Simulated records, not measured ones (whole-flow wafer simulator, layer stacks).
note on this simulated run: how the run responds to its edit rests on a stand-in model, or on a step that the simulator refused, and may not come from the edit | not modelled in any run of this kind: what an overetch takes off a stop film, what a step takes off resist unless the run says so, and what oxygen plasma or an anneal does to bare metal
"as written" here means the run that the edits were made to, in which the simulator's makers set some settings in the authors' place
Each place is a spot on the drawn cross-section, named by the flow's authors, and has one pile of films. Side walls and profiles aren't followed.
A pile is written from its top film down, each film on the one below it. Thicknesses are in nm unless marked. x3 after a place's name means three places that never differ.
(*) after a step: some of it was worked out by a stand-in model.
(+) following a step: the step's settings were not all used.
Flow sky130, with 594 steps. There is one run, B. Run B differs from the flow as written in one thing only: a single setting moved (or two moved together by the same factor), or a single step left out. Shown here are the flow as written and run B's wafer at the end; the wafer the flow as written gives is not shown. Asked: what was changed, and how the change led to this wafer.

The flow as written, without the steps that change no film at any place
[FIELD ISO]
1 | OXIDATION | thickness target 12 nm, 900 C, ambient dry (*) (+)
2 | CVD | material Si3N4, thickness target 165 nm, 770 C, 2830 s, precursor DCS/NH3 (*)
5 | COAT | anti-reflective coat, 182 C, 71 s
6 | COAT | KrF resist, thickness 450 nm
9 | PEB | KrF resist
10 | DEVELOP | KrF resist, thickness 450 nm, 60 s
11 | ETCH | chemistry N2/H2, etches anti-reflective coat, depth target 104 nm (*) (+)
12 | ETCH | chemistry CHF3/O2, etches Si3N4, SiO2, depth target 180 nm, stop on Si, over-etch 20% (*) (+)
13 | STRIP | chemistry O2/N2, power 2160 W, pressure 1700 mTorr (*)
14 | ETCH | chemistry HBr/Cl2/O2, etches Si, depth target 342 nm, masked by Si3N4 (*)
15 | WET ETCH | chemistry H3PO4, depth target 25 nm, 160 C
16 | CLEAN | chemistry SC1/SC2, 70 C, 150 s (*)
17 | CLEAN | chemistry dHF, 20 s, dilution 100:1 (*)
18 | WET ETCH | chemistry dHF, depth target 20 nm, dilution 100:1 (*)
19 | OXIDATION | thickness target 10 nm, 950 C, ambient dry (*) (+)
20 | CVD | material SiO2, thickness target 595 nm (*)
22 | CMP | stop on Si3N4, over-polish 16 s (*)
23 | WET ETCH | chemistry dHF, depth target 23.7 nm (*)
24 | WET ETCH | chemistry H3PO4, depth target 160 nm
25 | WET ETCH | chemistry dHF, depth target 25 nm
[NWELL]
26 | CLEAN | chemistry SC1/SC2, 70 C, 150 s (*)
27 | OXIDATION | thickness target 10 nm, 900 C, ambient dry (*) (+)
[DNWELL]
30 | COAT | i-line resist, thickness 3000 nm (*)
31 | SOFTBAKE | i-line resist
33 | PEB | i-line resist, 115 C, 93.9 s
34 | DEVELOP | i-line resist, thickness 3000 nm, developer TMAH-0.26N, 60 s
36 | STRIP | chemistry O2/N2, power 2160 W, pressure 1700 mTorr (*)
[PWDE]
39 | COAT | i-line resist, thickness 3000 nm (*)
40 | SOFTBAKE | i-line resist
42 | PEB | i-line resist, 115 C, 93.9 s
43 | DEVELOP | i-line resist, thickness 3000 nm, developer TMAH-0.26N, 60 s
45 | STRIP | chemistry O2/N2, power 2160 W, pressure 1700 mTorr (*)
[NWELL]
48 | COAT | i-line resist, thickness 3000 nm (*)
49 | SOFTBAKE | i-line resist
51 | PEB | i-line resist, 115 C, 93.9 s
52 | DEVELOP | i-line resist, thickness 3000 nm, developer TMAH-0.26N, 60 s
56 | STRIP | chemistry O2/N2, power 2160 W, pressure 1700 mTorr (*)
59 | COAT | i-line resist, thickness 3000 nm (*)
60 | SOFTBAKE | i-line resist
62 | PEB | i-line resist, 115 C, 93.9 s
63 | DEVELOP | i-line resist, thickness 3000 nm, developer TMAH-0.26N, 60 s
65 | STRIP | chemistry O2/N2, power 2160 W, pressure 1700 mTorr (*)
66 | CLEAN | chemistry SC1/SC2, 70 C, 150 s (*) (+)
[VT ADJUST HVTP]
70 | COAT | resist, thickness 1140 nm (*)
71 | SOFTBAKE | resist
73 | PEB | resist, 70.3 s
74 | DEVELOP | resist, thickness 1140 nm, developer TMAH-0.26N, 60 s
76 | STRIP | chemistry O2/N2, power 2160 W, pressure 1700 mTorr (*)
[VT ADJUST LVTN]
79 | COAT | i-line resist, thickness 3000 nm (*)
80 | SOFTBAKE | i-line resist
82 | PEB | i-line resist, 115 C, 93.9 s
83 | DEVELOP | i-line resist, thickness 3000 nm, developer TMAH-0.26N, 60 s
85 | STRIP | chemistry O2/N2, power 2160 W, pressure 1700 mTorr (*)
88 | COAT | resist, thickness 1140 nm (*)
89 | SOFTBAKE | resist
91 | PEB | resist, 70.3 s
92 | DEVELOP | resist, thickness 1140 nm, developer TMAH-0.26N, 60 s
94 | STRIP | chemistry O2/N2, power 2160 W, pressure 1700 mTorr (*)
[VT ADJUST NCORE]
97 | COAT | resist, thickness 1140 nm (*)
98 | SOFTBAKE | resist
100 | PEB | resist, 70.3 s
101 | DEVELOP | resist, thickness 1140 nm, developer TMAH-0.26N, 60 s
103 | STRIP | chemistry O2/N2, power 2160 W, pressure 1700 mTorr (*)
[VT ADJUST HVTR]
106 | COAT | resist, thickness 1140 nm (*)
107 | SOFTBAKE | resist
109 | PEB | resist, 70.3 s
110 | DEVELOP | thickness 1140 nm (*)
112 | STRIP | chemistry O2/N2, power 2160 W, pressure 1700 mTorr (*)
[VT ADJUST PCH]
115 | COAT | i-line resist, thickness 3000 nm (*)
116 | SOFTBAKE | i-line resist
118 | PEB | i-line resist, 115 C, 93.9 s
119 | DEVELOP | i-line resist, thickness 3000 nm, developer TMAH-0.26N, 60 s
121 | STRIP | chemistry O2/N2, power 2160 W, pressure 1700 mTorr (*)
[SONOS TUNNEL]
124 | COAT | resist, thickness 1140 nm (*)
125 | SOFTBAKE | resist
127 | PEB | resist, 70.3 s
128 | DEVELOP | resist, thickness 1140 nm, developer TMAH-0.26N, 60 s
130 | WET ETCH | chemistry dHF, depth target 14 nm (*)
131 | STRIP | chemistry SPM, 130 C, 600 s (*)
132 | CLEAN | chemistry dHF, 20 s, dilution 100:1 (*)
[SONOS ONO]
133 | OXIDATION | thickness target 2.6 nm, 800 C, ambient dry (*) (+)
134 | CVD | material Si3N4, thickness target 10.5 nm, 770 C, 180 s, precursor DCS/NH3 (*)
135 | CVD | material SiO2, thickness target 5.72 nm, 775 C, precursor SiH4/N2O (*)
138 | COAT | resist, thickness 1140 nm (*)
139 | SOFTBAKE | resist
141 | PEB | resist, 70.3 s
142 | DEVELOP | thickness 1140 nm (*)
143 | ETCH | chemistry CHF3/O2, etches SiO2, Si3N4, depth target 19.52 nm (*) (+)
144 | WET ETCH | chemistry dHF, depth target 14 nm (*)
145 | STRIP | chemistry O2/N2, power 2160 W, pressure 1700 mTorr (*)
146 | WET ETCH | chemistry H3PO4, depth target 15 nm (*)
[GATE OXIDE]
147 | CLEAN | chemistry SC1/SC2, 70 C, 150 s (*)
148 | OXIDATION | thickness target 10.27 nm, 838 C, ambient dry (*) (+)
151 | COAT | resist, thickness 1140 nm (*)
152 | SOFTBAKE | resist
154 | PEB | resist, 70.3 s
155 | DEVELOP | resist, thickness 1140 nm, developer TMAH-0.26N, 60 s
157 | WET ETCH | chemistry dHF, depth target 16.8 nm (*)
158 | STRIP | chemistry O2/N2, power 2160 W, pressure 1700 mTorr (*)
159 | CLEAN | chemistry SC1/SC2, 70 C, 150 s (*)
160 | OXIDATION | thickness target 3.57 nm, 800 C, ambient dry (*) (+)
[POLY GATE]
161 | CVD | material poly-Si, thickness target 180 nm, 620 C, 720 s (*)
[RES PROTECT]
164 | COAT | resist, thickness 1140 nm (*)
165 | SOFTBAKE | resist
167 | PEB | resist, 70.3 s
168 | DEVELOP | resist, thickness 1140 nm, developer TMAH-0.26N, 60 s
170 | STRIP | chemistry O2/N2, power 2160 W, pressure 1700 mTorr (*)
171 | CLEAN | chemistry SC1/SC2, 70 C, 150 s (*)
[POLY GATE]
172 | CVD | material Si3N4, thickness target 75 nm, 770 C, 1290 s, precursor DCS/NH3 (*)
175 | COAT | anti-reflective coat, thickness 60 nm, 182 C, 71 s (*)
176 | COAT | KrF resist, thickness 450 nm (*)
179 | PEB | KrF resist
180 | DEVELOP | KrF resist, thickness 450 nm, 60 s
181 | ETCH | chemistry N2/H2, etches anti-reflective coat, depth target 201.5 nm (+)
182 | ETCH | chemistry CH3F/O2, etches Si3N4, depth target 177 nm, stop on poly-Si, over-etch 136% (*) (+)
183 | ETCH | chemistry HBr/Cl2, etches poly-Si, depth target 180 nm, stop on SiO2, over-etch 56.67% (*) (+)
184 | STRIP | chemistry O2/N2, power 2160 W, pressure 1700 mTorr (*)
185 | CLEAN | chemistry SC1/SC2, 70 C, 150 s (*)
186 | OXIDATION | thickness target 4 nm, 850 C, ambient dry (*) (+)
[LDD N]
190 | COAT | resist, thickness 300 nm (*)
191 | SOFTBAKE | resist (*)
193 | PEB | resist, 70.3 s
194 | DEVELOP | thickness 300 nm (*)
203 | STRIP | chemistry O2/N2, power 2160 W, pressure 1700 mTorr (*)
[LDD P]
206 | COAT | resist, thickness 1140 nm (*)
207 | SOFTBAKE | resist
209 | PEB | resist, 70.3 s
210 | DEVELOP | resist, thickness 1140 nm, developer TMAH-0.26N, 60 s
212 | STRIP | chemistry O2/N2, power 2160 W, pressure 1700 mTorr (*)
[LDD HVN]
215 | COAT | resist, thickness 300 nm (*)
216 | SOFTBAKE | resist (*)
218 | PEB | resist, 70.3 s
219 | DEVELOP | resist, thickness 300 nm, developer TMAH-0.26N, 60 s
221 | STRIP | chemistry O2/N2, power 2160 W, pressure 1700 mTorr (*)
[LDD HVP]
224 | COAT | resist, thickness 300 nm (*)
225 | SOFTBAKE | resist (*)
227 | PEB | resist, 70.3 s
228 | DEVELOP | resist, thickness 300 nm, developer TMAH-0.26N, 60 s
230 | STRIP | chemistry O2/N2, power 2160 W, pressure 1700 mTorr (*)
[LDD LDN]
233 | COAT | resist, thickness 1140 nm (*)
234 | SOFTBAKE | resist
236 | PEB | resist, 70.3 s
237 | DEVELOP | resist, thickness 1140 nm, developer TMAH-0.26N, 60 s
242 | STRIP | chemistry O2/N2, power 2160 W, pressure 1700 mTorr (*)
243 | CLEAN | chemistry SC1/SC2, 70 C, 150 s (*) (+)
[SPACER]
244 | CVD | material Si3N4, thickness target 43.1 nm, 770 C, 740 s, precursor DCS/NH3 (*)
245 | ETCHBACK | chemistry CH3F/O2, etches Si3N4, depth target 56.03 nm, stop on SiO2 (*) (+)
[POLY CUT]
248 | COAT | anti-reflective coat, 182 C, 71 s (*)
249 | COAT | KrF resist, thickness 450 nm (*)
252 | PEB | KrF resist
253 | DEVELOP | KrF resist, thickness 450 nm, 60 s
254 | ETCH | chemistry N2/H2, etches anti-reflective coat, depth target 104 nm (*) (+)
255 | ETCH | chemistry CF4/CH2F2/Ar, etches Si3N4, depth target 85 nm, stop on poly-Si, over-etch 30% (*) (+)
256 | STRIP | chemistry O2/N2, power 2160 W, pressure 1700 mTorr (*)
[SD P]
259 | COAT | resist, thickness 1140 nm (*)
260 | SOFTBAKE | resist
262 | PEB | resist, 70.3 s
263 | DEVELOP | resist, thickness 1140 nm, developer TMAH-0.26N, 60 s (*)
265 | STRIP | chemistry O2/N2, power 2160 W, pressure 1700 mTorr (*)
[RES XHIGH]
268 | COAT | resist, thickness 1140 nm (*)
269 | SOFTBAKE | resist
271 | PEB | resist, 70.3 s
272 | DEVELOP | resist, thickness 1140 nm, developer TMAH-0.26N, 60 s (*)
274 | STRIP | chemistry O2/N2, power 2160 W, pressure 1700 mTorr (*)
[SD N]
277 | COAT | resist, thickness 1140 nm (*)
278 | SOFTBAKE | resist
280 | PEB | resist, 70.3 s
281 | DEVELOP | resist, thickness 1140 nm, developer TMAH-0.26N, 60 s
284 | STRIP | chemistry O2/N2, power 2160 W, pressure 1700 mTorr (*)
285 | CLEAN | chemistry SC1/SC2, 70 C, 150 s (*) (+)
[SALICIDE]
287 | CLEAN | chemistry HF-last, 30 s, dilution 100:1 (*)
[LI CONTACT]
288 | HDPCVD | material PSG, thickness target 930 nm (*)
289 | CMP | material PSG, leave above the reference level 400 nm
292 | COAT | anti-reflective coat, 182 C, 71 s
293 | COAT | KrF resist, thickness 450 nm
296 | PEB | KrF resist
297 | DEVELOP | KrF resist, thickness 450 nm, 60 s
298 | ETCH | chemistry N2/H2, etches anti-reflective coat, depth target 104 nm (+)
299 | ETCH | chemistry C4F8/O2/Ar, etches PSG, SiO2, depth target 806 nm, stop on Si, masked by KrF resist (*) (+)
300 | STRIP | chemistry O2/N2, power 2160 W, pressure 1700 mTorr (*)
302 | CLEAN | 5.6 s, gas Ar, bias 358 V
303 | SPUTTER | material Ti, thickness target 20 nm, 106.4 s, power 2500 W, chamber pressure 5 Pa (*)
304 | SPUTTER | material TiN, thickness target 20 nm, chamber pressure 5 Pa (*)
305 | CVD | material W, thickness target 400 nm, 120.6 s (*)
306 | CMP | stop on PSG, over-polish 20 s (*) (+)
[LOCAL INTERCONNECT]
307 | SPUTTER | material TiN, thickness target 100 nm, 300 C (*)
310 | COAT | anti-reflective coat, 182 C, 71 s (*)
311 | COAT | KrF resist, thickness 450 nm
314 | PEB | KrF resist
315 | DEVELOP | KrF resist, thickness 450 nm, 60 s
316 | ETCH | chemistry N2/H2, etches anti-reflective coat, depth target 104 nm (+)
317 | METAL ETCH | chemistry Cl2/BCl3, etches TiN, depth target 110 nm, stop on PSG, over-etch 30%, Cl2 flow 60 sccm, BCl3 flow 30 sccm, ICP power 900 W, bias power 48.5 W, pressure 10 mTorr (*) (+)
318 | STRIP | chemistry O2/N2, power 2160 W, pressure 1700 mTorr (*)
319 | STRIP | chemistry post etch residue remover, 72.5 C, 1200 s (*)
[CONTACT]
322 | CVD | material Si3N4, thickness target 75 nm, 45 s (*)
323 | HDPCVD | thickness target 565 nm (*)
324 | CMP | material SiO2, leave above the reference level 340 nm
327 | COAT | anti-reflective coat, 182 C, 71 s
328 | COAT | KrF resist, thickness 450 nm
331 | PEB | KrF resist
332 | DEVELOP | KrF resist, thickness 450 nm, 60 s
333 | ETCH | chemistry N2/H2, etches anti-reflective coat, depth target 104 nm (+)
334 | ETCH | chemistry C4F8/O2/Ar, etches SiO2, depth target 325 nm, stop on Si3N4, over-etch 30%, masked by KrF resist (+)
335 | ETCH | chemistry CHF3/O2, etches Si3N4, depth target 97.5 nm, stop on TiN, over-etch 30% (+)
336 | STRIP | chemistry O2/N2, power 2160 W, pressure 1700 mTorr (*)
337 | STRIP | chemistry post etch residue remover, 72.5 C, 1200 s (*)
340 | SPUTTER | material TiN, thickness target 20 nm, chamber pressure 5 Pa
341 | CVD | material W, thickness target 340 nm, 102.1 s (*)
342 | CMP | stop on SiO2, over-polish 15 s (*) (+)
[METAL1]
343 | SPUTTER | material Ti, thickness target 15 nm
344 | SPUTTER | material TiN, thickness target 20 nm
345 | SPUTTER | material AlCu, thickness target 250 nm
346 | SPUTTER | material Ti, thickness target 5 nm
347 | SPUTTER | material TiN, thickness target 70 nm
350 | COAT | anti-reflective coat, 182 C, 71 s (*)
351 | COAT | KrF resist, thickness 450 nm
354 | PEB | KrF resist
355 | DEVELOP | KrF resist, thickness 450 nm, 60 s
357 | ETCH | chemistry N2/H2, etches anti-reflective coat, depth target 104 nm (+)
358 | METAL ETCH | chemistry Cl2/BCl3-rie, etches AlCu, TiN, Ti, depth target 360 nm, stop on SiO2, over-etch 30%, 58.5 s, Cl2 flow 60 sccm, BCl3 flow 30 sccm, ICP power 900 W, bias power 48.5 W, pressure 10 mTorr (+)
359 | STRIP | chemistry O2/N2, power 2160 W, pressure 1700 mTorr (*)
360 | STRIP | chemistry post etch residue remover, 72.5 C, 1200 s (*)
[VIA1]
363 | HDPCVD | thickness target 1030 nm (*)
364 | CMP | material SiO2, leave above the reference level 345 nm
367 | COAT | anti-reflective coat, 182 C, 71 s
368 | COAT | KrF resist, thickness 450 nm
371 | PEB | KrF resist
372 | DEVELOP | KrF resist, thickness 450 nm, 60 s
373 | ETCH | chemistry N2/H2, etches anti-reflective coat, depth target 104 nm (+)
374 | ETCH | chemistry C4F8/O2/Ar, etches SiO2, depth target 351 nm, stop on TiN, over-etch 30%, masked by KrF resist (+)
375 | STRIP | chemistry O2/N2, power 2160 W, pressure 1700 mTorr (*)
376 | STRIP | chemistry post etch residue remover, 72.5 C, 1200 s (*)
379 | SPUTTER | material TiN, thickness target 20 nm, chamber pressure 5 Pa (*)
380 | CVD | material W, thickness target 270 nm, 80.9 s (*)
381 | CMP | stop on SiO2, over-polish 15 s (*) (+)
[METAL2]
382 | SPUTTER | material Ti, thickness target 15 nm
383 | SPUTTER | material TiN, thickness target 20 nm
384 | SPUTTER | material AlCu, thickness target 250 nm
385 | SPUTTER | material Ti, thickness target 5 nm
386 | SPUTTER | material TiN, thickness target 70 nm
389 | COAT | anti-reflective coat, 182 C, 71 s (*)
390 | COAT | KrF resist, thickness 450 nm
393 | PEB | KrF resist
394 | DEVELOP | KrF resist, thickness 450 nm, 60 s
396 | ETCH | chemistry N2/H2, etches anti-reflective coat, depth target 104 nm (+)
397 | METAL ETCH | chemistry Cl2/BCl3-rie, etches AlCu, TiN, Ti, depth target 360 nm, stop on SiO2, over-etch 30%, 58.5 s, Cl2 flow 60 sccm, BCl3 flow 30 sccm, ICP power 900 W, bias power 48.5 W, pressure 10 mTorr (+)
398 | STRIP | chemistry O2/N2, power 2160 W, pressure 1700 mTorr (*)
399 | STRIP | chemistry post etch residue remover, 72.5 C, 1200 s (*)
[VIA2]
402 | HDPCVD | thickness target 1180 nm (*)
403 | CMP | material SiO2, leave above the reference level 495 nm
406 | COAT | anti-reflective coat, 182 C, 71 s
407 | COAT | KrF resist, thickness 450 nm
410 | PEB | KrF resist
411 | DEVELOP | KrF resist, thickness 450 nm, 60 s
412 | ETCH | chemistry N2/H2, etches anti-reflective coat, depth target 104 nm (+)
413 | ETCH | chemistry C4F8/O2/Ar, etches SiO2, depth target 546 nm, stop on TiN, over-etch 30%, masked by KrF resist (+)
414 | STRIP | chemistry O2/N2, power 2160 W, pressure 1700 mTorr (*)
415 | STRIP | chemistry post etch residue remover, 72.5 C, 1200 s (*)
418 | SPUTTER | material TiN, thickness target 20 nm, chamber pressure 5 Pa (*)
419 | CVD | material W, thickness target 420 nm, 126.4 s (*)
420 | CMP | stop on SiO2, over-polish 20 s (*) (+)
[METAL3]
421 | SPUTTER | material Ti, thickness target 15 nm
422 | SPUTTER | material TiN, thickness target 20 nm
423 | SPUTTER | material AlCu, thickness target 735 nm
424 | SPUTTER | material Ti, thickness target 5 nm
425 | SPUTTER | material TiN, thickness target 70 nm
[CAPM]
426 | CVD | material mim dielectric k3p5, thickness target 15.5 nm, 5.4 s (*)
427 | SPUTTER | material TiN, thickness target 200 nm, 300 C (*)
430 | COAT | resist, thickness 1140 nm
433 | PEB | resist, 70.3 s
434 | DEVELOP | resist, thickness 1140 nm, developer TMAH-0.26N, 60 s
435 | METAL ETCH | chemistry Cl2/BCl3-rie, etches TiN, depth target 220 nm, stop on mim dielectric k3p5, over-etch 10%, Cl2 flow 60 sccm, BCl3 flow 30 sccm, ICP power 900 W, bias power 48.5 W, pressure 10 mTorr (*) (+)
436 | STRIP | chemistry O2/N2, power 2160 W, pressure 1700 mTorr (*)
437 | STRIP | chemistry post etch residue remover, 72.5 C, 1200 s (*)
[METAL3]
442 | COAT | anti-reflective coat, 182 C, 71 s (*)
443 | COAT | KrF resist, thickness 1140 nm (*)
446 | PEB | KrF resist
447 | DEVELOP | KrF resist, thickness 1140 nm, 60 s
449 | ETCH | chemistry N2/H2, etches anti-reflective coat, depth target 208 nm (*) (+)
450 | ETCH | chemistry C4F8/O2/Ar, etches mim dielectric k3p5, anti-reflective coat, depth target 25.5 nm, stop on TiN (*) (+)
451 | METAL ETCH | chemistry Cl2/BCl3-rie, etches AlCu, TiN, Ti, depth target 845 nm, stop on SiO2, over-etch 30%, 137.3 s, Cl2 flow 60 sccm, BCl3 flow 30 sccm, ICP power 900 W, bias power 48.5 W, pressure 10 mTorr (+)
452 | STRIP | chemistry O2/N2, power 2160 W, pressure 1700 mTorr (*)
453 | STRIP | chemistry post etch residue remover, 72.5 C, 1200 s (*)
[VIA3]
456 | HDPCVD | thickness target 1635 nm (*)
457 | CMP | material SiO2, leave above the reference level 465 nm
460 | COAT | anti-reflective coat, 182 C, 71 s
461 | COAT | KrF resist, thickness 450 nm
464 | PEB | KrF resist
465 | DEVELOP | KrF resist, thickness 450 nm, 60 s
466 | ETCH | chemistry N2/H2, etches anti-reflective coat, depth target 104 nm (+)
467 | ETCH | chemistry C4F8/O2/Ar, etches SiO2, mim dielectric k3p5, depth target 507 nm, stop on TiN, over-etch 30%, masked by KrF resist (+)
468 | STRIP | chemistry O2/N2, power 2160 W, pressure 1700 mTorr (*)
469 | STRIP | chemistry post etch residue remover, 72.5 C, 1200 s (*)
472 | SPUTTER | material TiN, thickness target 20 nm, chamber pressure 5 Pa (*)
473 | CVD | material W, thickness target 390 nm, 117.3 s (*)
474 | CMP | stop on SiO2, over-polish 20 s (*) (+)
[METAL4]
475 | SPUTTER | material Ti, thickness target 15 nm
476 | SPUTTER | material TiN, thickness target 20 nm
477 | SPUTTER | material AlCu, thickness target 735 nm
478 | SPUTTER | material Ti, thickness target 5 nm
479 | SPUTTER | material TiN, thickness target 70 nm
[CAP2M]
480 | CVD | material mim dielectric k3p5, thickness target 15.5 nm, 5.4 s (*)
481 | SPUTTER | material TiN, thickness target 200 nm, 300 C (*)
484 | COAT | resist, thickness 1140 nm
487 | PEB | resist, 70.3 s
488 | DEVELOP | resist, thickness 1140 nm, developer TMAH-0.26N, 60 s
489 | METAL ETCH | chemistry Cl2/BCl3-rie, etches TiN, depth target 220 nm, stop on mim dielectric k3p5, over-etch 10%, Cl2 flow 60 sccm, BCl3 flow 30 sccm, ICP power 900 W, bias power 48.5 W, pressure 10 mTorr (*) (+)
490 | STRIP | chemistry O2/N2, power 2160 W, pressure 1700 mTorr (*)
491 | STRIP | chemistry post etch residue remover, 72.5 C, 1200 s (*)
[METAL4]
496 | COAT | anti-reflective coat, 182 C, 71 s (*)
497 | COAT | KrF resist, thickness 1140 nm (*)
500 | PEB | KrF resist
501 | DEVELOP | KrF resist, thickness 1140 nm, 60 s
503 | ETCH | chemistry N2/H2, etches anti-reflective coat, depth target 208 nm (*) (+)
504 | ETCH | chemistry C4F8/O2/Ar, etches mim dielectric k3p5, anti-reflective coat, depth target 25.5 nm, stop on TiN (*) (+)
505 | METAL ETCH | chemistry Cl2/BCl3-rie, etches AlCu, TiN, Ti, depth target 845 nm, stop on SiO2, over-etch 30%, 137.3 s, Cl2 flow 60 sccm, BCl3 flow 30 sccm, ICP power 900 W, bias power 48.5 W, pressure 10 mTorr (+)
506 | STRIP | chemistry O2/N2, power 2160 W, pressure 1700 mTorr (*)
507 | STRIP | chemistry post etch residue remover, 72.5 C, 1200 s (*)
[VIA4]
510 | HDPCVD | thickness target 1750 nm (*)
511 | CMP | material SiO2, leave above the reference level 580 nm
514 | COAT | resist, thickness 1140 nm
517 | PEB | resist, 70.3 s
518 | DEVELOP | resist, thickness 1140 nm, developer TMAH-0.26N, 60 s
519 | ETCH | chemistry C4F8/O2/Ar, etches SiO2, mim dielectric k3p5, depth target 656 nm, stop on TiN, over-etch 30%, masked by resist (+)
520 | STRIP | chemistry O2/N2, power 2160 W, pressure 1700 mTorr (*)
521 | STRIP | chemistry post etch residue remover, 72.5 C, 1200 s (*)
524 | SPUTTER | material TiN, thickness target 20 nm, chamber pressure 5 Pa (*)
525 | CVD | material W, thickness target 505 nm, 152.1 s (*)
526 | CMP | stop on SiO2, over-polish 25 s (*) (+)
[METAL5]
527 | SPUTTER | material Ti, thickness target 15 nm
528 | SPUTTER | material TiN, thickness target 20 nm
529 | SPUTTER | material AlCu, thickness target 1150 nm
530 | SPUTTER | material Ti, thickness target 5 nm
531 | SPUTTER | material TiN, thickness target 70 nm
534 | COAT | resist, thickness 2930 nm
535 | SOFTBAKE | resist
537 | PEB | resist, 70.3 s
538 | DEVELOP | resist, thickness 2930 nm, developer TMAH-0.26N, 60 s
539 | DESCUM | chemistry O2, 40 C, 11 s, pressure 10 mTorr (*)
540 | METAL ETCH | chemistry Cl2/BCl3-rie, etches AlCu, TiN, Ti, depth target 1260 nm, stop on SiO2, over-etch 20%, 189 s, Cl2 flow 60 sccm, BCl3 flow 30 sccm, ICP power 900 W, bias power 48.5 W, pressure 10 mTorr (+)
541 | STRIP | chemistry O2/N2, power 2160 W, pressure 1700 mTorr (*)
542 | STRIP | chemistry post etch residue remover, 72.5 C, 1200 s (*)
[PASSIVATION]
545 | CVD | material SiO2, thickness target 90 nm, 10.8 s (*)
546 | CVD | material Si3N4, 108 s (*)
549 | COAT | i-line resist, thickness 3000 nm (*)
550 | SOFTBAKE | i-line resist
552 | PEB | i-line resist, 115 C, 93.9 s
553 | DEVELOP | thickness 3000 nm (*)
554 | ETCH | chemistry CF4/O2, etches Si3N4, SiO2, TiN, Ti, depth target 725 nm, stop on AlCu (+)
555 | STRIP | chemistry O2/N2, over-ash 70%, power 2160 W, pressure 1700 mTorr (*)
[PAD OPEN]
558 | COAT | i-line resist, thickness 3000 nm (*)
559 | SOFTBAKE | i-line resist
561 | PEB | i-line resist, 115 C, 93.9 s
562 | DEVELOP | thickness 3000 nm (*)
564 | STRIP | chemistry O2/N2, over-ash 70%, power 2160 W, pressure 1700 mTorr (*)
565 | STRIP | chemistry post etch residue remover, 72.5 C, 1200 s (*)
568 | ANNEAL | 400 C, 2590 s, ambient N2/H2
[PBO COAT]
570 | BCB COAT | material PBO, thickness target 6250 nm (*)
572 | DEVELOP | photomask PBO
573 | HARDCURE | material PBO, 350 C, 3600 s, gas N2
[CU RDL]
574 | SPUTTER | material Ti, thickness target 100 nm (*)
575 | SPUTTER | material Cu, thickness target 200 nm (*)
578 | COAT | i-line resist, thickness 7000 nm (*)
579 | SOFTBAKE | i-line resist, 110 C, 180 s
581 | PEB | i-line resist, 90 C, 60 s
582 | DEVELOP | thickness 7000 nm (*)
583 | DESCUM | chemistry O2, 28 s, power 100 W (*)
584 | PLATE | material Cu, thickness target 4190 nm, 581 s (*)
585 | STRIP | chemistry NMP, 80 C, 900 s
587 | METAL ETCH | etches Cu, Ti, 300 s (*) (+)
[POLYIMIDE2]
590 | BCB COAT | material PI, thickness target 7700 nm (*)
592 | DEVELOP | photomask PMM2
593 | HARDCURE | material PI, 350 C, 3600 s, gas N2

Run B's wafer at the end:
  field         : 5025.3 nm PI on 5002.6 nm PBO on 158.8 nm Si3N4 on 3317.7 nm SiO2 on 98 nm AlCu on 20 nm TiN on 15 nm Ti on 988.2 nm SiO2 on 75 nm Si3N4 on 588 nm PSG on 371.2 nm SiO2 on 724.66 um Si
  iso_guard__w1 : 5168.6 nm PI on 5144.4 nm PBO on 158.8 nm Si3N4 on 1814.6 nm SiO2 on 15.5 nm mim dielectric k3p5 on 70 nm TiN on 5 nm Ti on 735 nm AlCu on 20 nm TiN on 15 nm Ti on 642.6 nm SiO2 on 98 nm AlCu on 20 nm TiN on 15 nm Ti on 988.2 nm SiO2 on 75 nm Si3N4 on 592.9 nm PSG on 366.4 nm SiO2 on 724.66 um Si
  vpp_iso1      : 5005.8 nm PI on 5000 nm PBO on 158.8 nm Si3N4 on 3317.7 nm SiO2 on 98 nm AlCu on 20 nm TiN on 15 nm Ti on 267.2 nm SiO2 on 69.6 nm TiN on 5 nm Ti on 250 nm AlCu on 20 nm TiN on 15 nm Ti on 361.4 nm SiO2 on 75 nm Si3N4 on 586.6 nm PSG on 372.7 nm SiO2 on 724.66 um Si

The reason: step 397, METAL ETCH: depth target 169.2 nm was run, though the flow has depth target 360 nm; step 397, METAL ETCH: 27.5 s was run, where the flow has 58.5 s.

Step by step, how the change led to this:
  397 | METAL ETCH | chemistry Cl2/BCl3-rie, etches AlCu, TiN, Ti, depth target 360 nm, stop on SiO2, over-etch 30%, 58.5 s, Cl2 flow 60 sccm, BCl3 flow 30 sccm, ICP power 900 W, bias power 48.5 W, pressure 10 mTorr (+)
      field, active, gate and 82 more: TiN loses 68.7 (all of it), Ti loses 5 (all of it), AlCu loses 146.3 (as written it would have been: TiN loses 68.7 (all of it), Ti loses 5 (all of it), AlCu loses 250 (all of it), TiN loses 20 (all of it), Ti loses 15 (all of it), SiO2 loses 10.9)
      n_well, p_well, gate_hv and 103 more: KrF resist loses 110 (as written it would have been: KrF resist loses 234)
  398 | STRIP | chemistry O2/N2, power 2160 W, pressure 1700 mTorr (*)
      n_well, p_well, gate_hv and 99 more: KrF resist loses 267.8 (all of it), anti-reflective coat loses 80 (all of it) (as written it would have been: KrF resist loses 143.8 (all of it), anti-reflective coat loses 80 (all of it))
      m1, via1_hole: KrF resist loses 267.9 (all of it), anti-reflective coat loses 80.4 (all of it) (as written it would have been: KrF resist loses 143.9 (all of it), anti-reflective coat loses 80.4 (all of it))
      (and at 2 other places as well)
  399 | STRIP | chemistry post etch residue remover, 72.5 C, 1200 s (*)
      field, active, gate and 82 more: AlCu loses 5.72 (as written it would have been: nothing)
  402 | HDPCVD | thickness target 1180 nm (*)
      field, active, gate and 82 more: SiO2 gains 1180 (new film) (as written it would have been: SiO2 gains 1180)
  403 | CMP | material SiO2, leave above the reference level 495 nm
      field, active, gate and 82 more: SiO2 loses 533 (as written it would have been: SiO2 loses 389.1)
Taking metal films that touch as one body, field has 1 body; the flow as written gives 0 bodies.
Taking metal films that touch as one body, iso_guard__w1 has 2 bodies (between them, from the top down: SiO2 642.6); the flow as written gives 1 body.
Taking metal films that touch as one body, vpp_iso1 has 2 bodies (between them, from the top down: SiO2 267.2); the flow as written gives 1 body.
